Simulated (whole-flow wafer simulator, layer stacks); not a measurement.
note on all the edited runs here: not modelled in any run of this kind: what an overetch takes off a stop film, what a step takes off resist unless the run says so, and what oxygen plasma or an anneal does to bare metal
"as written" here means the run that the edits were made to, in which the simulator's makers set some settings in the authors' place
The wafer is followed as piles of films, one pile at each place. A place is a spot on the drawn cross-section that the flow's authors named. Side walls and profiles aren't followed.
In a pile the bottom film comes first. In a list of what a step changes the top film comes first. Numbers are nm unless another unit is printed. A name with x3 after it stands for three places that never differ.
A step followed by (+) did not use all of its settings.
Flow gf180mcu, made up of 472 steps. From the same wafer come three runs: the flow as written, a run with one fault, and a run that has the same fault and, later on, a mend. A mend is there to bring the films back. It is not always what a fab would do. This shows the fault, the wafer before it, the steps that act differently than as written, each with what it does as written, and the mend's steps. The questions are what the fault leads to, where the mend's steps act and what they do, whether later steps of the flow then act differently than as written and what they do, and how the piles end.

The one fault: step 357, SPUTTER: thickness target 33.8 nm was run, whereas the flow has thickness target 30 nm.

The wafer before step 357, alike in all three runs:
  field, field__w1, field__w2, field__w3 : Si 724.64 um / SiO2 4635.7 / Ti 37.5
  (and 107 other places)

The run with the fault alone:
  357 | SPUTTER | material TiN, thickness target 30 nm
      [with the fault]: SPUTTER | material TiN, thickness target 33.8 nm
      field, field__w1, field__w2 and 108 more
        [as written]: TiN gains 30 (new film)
        [with the fault]: TiN gains 33.8 (new film)
  Later steps of the flow acting differently than as written (1 other step is not shown; it differs only slightly, by no more than 2% or 0.5 nm, whichever is larger):
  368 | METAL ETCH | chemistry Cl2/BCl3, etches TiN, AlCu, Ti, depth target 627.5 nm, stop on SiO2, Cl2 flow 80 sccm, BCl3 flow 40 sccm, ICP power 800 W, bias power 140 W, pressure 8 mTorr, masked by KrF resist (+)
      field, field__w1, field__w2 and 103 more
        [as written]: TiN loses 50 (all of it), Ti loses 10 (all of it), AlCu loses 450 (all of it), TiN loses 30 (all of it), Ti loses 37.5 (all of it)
        [with the fault]: TiN loses 50 (all of it), Ti loses 10 (all of it), AlCu loses 450 (all of it), TiN loses 33.8 (all of it), Ti loses 37.5 (all of it)
  By the end, the piles at field__w8, contact, m1, m1__w1, m1_nw depart from the flow's by more than 2% or 0.5 nm, whichever is larger.
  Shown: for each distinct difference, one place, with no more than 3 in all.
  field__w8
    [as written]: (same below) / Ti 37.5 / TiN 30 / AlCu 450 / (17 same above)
    [with the fault]: (same below) / Ti 37.5 / TiN 33.8 / AlCu 450 / (17 same above)
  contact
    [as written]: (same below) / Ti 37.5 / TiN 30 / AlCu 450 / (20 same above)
    [with the fault]: (same below) / Ti 37.5 / TiN 33.8 / AlCu 450 / (20 same above)

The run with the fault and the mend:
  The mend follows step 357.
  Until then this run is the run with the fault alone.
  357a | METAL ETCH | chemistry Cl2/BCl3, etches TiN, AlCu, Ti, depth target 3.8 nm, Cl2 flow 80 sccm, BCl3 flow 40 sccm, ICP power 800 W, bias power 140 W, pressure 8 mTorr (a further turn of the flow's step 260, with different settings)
      field, field__w1, field__w2 and 108 more
        TiN loses 3.8
  Later steps of the flow that are run all act as written at every place that is followed.
  By the end, the piles equal the flow's at every place that both follow.
